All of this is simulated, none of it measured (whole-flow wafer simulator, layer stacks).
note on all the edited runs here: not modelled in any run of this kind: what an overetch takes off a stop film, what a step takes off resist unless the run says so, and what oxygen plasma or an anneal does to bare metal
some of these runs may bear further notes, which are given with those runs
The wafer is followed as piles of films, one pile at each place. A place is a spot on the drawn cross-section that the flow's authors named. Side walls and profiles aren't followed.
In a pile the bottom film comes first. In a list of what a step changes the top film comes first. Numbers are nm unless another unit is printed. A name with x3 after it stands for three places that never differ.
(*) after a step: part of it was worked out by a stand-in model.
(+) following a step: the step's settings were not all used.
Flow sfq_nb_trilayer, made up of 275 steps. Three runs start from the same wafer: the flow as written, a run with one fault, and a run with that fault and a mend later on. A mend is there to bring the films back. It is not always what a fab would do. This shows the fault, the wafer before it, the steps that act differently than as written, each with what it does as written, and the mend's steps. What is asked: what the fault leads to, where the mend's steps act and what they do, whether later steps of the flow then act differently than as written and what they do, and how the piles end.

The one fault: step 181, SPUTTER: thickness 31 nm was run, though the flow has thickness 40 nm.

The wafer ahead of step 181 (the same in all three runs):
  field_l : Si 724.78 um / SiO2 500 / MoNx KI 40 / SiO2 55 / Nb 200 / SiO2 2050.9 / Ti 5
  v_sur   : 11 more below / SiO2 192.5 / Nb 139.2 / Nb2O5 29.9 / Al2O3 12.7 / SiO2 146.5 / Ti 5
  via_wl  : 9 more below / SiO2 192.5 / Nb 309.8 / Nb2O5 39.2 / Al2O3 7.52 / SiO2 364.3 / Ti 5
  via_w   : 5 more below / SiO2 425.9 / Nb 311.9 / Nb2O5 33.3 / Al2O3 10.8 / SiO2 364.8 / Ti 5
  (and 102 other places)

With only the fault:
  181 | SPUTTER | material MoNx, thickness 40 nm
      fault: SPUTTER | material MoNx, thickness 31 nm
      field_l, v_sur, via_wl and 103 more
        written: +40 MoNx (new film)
        fault: +31 MoNx (new film)
  Steps later in the flow that act otherwise than as written (10 more steps, not shown, differ only slightly: by at most 2% or 0.5 nm, whichever is larger):
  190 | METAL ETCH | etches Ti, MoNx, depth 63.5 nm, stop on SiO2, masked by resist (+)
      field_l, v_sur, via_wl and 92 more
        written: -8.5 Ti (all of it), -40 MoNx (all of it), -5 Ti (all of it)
        fault: -8.5 Ti (all of it), -31 MoNx (all of it), -5 Ti (all of it)
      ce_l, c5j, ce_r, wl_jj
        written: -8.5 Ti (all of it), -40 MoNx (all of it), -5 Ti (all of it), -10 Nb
        fault: -8.5 Ti (all of it), -31 MoNx (all of it), -5 Ti (all of it), -19 Nb
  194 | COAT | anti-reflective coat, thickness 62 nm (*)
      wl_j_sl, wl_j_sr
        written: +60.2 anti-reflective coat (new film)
        fault: +58.6 anti-reflective coat (new film)
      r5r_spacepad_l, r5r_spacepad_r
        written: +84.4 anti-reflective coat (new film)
        fault: +80.5 anti-reflective coat (new film)
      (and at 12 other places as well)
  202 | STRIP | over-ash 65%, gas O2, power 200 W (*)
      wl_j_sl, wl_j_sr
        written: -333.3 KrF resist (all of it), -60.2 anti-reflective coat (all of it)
        fault: -333.5 KrF resist (all of it), -58.6 anti-reflective coat (all of it)
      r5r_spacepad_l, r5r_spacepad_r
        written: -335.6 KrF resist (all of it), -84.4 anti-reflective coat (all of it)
        fault: -335.3 KrF resist (all of it), -80.5 anti-reflective coat (all of it)
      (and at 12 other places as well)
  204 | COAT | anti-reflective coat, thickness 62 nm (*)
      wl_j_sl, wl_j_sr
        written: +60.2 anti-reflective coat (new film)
        fault: +58.6 anti-reflective coat (new film)
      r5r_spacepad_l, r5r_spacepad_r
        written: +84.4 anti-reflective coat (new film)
        fault: +80.5 anti-reflective coat (new film)
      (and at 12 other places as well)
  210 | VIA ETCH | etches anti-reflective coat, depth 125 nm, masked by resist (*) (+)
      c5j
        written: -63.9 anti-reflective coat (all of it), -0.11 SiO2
        fault: -66.4 anti-reflective coat (all of it), -0.1 SiO2
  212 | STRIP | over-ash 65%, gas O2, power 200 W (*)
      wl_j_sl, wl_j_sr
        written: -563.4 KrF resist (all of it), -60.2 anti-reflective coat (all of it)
        fault: -562.9 KrF resist (all of it), -58.6 anti-reflective coat (all of it)
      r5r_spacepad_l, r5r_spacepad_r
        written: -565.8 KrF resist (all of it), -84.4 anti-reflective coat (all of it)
        fault: -564.7 KrF resist (all of it), -80.5 anti-reflective coat (all of it)
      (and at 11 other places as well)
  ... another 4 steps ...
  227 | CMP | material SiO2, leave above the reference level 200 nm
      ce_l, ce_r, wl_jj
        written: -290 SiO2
        fault: -281 SiO2
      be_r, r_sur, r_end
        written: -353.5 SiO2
        fault: -344.5 SiO2
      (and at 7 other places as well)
  At ce_l, c5j, ce_r and 8 more, the piles at the end differ from the flow's by more than 2% or 0.5 nm, whichever is larger.
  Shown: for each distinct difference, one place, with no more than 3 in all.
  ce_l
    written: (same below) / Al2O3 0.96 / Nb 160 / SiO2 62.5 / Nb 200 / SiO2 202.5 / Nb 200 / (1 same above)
    fault: (same below) / Al2O3 0.96 / Nb 151 / SiO2 62.5 / Nb 200 / SiO2 211.5 / Nb 200 / (1 same above)
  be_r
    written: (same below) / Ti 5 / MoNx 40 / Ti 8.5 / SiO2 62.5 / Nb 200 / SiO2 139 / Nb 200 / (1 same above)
    fault: (same below) / Ti 5 / MoNx 31 / Ti 8.5 / SiO2 62.5 / Nb 200 / SiO2 148 / Nb 200 / (1 same above)
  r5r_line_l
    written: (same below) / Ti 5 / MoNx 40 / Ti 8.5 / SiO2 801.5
    fault: (same below) / Ti 5 / MoNx 31 / Ti 8.5 / SiO2 810.5

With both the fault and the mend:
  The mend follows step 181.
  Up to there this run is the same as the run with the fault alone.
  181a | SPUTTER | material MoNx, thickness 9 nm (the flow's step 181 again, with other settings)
      field_l, v_sur, via_wl and 103 more
        +9 MoNx
  None of the later steps of the flow acts differently than as written at any place that is followed.
  By the end, the piles equal the flow's at every place that both follow.
